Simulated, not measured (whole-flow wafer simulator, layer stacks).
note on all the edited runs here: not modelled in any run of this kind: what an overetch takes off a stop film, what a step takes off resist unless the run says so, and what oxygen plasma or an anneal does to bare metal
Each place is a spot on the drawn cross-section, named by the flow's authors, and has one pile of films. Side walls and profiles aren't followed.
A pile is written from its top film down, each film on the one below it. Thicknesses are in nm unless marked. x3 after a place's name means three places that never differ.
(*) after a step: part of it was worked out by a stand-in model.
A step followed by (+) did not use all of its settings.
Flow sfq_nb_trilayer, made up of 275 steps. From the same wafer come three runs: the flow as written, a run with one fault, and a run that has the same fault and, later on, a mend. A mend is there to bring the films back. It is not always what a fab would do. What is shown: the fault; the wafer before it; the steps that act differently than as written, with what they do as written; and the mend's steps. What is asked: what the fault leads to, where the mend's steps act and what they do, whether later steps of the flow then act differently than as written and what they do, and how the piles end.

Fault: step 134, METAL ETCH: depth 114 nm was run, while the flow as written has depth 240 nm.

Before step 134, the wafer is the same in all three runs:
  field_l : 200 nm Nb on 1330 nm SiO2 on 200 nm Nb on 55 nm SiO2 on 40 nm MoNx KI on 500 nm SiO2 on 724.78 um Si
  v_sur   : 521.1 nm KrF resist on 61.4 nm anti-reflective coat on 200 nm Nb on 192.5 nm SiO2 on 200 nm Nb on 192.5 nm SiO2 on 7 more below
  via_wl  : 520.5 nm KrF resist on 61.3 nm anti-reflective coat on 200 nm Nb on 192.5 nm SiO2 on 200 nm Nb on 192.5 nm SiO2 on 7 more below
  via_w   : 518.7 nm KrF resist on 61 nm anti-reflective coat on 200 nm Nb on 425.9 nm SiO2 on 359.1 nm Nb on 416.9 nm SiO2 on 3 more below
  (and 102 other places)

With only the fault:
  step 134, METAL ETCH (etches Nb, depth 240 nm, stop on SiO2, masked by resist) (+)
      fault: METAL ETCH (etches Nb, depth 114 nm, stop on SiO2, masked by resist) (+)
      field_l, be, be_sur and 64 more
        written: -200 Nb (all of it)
        fault: -114 Nb
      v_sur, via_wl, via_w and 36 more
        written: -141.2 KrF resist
        fault: -67.1 KrF resist
  Steps later in the flow that act otherwise than as written:
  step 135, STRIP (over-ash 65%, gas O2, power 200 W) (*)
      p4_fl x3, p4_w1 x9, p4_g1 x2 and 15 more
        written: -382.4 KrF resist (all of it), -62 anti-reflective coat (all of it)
        fault: -456.5 KrF resist (all of it), -62 anti-reflective coat (all of it)
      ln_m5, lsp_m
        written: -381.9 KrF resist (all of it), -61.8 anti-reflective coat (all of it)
        fault: -456 KrF resist (all of it), -61.8 anti-reflective coat (all of it)
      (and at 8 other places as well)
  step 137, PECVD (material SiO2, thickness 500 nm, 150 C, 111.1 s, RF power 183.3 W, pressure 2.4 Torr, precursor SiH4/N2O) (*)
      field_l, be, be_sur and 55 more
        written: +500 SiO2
        fault: +500 SiO2 (new film)
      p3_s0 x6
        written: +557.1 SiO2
        fault: +500 SiO2 (new film)
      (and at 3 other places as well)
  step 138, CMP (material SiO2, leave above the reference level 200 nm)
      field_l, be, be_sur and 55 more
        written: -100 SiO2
        fault: -186 SiO2
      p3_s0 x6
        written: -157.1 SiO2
        fault: -186 SiO2
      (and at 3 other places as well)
  The piles end different from the flow's at field_l, be, be_sur and 64 more by more than 2% or 0.5 nm, whichever is larger.
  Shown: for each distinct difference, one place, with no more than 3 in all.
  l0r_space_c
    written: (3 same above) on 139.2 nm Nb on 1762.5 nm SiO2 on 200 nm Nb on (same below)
    fault: (3 same above) on 139.2 nm Nb on 306.5 nm SiO2 on 86 nm Nb on 1370 nm SiO2 on 200 nm Nb on (same below)
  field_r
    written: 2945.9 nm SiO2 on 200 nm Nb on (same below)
    fault: 1489.9 nm SiO2 on 86 nm Nb on 1370 nm SiO2 on 200 nm Nb on (same below)
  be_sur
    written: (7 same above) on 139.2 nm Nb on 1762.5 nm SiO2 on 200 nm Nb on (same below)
    fault: (7 same above) on 139.2 nm Nb on 306.5 nm SiO2 on 86 nm Nb on 1370 nm SiO2 on 200 nm Nb on (same below)

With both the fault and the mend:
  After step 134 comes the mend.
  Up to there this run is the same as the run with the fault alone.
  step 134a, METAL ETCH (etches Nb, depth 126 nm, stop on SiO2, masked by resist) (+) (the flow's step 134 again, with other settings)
      field_l, be, be_sur and 64 more
        -86 Nb (all of it)
      v_sur, via_wl, via_w and 36 more
        -74.1 KrF resist
  Every later step of the flow that is run acts as written at every place that is followed.
  At every place that both follow, the piles at the end match the flow's.
